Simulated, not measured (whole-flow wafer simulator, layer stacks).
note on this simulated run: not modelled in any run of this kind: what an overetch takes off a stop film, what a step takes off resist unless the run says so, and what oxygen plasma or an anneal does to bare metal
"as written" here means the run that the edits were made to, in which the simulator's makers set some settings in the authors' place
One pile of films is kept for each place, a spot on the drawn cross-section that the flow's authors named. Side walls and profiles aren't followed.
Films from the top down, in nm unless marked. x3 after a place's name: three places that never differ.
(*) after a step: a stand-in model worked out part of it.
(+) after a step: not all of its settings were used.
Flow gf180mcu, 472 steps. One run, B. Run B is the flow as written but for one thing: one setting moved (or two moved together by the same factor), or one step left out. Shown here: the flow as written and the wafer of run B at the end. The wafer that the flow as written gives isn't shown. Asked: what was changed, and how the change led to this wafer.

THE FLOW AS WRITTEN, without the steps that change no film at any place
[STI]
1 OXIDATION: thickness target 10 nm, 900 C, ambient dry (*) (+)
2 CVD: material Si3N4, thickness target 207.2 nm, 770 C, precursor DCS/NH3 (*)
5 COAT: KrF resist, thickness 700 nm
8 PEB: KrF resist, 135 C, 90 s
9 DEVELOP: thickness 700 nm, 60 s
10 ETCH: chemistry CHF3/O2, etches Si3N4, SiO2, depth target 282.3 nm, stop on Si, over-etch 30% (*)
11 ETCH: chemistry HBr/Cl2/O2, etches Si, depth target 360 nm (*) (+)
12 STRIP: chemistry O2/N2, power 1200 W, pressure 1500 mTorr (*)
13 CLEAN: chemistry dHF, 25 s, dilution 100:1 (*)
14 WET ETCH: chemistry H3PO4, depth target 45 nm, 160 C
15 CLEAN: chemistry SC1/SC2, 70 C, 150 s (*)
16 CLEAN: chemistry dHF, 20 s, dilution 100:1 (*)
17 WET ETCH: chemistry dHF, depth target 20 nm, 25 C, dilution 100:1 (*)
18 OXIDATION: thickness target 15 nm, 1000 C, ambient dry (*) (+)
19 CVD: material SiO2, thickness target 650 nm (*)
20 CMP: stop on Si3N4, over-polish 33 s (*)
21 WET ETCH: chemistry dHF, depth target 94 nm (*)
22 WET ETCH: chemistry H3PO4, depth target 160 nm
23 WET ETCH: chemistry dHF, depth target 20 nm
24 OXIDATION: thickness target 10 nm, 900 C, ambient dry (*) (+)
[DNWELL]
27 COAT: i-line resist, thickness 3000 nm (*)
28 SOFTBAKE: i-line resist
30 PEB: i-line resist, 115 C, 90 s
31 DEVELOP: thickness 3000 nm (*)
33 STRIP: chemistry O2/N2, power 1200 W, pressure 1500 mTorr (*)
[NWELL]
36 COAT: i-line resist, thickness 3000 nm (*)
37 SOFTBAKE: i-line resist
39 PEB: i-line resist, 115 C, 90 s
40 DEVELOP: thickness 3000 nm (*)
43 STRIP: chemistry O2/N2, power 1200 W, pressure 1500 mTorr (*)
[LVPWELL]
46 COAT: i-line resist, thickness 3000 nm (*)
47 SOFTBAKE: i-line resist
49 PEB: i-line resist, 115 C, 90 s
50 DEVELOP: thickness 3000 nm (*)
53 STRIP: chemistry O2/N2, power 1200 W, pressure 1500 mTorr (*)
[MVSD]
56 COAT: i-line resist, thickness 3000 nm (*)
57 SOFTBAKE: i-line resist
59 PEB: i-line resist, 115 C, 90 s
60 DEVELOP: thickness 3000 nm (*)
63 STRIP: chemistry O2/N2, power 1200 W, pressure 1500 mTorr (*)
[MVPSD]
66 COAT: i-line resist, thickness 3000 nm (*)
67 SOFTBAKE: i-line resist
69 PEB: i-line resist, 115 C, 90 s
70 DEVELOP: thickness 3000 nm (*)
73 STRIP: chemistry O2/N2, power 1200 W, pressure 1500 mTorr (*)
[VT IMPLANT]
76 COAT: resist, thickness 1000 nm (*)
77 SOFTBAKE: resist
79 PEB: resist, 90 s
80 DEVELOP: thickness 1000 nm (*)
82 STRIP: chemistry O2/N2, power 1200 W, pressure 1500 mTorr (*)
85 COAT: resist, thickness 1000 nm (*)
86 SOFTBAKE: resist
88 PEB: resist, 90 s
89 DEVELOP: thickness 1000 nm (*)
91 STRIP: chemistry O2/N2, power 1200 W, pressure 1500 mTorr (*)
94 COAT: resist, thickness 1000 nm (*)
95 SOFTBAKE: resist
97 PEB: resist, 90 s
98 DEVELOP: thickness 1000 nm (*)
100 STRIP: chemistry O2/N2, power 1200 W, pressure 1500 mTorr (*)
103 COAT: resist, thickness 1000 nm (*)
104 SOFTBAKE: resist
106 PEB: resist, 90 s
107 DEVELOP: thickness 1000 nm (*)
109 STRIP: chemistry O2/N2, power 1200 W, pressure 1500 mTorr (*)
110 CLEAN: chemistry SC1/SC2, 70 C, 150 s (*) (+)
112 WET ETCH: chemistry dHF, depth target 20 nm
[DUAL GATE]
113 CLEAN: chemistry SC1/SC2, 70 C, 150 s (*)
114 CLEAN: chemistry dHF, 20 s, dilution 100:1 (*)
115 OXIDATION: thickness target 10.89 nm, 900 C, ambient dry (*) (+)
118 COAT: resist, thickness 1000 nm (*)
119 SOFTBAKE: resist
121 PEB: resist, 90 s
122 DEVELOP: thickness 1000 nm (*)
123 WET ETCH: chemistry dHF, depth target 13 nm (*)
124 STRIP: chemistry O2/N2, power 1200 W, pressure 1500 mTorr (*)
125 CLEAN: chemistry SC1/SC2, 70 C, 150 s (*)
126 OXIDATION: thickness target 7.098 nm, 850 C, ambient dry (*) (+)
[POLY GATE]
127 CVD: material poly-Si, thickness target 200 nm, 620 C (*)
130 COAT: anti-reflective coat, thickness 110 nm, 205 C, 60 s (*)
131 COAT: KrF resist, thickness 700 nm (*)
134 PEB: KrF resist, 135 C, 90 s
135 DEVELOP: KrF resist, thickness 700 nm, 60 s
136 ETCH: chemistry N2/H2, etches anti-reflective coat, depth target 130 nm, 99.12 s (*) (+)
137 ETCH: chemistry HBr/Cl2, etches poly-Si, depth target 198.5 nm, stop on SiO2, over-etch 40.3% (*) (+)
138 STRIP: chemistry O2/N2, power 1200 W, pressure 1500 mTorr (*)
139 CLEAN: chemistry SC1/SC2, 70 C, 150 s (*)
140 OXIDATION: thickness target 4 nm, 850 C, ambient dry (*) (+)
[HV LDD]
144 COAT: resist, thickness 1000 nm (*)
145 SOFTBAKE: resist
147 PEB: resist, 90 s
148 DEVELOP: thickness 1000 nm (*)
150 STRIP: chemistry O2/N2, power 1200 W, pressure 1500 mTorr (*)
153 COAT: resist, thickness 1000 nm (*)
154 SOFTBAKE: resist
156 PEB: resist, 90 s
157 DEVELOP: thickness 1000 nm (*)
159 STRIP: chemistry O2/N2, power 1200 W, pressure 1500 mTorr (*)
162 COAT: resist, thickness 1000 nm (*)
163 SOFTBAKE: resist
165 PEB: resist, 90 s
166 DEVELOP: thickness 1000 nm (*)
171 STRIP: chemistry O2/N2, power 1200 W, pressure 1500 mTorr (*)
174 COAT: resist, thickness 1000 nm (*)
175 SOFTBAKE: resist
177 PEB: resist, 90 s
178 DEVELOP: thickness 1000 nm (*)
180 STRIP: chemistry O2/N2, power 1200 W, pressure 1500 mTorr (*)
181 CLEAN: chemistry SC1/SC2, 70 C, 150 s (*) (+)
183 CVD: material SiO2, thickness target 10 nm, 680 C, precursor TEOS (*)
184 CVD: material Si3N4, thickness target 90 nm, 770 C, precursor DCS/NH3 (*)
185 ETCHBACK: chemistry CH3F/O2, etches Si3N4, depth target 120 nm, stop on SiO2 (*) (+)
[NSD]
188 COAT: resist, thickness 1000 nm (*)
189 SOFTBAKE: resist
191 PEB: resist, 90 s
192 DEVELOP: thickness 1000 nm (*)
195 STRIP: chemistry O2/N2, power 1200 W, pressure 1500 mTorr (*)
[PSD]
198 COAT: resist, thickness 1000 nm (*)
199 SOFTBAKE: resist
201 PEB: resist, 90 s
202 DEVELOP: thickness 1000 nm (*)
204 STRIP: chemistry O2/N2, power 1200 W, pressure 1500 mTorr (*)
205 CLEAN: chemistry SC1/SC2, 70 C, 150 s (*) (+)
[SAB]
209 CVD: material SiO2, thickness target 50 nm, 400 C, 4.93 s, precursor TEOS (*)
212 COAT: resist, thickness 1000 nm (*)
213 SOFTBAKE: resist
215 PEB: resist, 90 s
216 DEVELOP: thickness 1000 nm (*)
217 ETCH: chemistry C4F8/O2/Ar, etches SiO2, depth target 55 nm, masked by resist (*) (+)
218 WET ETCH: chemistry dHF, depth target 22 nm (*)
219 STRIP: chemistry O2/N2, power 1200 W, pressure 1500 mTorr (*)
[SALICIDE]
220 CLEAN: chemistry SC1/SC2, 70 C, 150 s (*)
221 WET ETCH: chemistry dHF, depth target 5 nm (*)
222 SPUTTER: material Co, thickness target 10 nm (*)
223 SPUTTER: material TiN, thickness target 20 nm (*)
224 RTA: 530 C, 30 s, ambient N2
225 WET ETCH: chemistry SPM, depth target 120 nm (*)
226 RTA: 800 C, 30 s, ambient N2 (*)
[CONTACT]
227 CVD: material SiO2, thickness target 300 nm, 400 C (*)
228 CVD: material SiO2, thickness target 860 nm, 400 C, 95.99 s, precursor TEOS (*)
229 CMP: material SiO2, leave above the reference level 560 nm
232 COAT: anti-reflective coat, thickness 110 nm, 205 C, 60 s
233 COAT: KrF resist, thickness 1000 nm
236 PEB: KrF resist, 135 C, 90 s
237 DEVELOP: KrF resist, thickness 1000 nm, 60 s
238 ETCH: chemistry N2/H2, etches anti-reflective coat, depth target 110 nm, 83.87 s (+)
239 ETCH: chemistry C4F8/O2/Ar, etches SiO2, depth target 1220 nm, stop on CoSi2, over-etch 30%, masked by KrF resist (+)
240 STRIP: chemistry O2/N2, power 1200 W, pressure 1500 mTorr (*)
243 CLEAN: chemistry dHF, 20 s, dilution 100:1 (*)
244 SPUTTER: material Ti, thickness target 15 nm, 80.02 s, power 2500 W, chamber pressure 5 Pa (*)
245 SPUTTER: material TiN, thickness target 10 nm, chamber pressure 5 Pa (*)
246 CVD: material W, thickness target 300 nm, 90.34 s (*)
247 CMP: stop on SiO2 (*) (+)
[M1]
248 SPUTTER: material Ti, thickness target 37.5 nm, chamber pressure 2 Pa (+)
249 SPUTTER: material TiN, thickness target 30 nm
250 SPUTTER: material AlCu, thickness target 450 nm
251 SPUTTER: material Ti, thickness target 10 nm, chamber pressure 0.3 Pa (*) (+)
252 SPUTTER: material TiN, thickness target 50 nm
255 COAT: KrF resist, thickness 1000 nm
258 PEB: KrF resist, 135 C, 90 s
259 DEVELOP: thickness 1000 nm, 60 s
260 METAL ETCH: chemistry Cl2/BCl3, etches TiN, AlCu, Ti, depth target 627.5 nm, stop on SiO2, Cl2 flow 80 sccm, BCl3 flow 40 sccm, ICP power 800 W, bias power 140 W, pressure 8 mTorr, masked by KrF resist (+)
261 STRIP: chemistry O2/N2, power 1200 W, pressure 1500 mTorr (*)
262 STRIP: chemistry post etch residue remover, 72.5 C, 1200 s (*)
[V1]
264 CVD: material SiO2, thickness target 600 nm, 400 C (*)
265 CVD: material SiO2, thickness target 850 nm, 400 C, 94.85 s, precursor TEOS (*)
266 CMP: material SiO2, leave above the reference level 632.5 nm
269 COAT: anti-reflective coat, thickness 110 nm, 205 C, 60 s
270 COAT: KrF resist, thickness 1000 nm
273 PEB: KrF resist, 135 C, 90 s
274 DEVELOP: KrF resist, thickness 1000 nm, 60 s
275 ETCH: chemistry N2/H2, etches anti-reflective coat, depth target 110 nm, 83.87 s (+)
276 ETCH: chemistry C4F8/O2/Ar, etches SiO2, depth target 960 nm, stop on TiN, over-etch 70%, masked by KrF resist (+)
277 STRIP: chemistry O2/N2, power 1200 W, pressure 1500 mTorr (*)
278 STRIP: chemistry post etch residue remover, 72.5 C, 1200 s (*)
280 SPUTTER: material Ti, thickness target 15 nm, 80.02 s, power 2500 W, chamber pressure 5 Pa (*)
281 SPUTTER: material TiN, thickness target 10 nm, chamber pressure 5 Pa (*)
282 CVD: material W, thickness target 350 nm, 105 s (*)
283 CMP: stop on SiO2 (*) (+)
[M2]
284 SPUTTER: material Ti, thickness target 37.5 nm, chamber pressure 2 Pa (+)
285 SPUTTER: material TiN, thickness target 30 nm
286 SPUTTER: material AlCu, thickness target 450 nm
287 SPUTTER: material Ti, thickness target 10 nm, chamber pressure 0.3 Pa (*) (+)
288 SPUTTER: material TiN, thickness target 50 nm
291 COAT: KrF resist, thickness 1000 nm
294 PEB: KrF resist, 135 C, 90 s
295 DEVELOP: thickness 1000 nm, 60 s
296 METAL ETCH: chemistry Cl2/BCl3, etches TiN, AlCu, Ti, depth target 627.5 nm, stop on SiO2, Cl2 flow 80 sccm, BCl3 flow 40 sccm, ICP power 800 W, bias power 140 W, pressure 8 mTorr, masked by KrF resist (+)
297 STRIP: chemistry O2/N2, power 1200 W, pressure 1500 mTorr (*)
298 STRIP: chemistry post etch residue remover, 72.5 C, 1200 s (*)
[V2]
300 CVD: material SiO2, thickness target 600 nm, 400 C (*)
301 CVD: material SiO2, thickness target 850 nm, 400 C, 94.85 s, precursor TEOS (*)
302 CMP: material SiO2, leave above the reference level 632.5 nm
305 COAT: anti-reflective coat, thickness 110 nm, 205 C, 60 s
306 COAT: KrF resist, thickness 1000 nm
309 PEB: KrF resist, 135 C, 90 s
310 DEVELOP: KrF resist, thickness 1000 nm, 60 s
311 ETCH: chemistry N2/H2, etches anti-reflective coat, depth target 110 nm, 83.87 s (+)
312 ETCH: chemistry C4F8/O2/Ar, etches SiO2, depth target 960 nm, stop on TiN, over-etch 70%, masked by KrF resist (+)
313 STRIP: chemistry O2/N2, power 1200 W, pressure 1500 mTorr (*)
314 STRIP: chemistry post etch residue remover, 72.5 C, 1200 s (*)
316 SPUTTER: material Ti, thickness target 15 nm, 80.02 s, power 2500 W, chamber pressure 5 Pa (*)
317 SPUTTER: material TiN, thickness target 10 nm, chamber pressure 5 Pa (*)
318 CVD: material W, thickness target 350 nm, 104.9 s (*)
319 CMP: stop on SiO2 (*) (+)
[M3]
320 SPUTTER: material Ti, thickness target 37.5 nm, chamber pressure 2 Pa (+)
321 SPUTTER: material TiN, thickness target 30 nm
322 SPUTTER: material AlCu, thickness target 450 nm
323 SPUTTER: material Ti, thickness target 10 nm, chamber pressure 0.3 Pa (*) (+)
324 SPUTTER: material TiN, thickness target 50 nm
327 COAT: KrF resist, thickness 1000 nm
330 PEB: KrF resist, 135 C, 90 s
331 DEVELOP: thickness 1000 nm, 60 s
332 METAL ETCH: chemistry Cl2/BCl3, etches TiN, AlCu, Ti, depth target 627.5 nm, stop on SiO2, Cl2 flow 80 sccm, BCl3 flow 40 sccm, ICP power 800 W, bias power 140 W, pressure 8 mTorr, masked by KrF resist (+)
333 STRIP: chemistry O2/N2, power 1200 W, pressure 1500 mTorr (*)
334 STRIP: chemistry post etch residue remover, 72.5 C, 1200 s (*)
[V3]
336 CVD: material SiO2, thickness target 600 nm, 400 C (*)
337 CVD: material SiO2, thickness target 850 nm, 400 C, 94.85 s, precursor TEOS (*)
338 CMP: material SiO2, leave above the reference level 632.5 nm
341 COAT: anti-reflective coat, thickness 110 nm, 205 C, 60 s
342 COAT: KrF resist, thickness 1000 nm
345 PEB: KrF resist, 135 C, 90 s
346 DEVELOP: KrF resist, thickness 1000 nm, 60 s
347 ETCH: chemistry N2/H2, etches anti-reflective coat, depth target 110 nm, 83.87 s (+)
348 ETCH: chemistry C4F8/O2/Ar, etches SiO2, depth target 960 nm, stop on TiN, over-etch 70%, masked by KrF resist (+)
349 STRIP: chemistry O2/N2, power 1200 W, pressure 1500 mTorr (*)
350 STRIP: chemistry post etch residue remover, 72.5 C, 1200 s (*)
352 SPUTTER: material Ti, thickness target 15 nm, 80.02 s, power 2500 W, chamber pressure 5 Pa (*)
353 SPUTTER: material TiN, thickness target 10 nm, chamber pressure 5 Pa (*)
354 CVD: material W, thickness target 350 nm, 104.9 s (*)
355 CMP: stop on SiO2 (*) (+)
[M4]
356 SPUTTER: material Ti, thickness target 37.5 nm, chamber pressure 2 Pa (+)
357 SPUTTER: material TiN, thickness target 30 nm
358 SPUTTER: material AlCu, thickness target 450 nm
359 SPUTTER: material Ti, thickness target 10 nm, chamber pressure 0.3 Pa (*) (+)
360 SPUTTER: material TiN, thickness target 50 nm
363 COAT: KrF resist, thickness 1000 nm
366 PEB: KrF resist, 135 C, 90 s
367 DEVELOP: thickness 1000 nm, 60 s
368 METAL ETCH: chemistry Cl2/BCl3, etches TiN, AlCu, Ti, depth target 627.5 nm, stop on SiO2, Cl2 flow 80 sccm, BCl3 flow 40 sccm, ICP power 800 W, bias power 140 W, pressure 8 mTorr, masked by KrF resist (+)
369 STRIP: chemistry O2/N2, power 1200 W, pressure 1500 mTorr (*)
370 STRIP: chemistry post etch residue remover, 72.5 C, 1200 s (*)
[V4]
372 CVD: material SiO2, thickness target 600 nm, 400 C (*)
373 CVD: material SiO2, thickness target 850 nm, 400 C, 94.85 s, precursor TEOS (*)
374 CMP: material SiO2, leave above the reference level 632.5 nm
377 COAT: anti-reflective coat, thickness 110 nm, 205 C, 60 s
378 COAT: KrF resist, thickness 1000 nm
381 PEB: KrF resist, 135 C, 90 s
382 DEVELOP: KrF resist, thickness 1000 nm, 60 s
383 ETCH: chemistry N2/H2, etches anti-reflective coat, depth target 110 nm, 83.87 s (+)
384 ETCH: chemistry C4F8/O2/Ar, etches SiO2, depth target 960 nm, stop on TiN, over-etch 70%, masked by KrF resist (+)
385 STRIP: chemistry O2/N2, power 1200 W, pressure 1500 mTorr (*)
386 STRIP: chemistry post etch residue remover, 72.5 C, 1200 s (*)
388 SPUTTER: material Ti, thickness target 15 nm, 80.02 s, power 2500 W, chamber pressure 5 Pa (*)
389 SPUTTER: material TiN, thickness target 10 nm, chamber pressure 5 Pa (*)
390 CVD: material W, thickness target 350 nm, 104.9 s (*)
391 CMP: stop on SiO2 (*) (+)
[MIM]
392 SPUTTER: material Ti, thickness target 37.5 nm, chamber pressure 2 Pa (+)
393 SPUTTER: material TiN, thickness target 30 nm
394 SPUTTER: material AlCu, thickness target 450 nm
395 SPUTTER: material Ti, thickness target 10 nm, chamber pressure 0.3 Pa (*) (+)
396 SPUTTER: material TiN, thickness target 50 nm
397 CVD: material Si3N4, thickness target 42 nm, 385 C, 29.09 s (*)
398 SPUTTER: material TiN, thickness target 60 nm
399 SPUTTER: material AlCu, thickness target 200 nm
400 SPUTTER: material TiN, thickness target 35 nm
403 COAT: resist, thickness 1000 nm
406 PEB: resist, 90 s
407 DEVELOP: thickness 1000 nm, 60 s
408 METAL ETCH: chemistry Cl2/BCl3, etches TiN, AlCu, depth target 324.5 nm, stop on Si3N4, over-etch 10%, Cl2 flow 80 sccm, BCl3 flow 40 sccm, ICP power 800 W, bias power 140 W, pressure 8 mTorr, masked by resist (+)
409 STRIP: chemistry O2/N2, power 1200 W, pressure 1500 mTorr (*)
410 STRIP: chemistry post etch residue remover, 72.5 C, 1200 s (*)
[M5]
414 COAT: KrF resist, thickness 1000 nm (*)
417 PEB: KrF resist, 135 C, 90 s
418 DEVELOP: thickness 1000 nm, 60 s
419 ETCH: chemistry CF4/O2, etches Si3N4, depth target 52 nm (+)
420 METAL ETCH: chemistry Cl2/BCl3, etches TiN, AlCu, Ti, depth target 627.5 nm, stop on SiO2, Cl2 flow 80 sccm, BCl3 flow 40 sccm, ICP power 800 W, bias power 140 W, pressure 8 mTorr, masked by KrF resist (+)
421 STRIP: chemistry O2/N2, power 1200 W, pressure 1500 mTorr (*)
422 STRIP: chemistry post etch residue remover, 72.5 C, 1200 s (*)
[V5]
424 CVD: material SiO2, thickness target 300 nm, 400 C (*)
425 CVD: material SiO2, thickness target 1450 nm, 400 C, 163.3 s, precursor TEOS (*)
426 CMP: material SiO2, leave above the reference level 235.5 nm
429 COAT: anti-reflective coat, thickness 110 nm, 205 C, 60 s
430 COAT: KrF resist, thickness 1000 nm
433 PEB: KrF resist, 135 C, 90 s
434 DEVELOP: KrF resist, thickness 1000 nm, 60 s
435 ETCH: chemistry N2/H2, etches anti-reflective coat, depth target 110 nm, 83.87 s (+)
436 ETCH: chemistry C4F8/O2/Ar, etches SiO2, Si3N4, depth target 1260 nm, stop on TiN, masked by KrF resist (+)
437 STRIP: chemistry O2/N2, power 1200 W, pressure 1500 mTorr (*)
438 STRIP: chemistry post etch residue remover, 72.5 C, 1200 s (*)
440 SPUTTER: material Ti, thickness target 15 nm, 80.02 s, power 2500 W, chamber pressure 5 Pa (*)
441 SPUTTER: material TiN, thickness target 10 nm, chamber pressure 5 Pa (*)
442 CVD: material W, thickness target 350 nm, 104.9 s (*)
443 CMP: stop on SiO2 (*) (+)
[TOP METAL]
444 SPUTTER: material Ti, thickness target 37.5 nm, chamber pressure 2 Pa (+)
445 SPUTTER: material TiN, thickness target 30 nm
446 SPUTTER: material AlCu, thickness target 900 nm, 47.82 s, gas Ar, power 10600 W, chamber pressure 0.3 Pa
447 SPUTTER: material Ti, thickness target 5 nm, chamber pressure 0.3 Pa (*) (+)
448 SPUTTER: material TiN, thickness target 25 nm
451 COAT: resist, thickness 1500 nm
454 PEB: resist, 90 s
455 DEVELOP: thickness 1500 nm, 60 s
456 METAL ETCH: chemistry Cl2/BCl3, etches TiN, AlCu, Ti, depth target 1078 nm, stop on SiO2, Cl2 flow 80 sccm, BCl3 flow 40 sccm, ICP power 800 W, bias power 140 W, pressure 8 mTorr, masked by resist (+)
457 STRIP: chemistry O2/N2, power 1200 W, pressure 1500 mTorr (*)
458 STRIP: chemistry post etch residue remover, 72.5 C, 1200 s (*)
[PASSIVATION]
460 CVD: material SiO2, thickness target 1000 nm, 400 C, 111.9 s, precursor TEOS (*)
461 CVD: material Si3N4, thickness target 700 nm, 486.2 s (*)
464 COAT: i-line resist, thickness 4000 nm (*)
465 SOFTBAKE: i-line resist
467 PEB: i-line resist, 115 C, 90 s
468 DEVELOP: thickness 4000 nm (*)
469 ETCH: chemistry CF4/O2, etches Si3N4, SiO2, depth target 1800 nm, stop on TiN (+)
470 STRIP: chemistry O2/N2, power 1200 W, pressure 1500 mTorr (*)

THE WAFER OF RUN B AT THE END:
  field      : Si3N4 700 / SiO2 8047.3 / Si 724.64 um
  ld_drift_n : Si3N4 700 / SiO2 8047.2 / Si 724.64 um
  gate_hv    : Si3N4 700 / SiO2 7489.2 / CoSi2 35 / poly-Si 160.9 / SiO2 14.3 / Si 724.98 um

The cause: step 358, SPUTTER: thickness target 270 nm was run, where the flow has thickness target 450 nm.

How the change led to this, step by step:
  358 SPUTTER: material AlCu, thickness target 450 nm
      field, field__w1, field__w2 and 108 more: AlCu +270 (new film) (as written it would be: AlCu +450 (new film))
  368 METAL ETCH: chemistry Cl2/BCl3, etches TiN, AlCu, Ti, depth target 627.5 nm, stop on SiO2, Cl2 flow 80 sccm, BCl3 flow 40 sccm, ICP power 800 W, bias power 140 W, pressure 8 mTorr, masked by KrF resist (+)
      field, field__w1, field__w2 and 103 more: TiN -50 (all of it), Ti -10 (all of it), AlCu -270 (all of it), TiN -30 (all of it), Ti -37.5 (all of it) (as written it would be: TiN -50 (all of it), Ti -10 (all of it), AlCu -450 (all of it), TiN -30 (all of it), Ti -37.5 (all of it))
      field__w8, contact, m1, m1__w1, m1_nw: KrF resist -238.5 (as written it would be: KrF resist -251)
  374 CMP: material SiO2, leave above the reference level 632.5 nm
      field, field__w1, field__w2 and 103 more: SiO2 -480 (as written it would be: SiO2 -300)
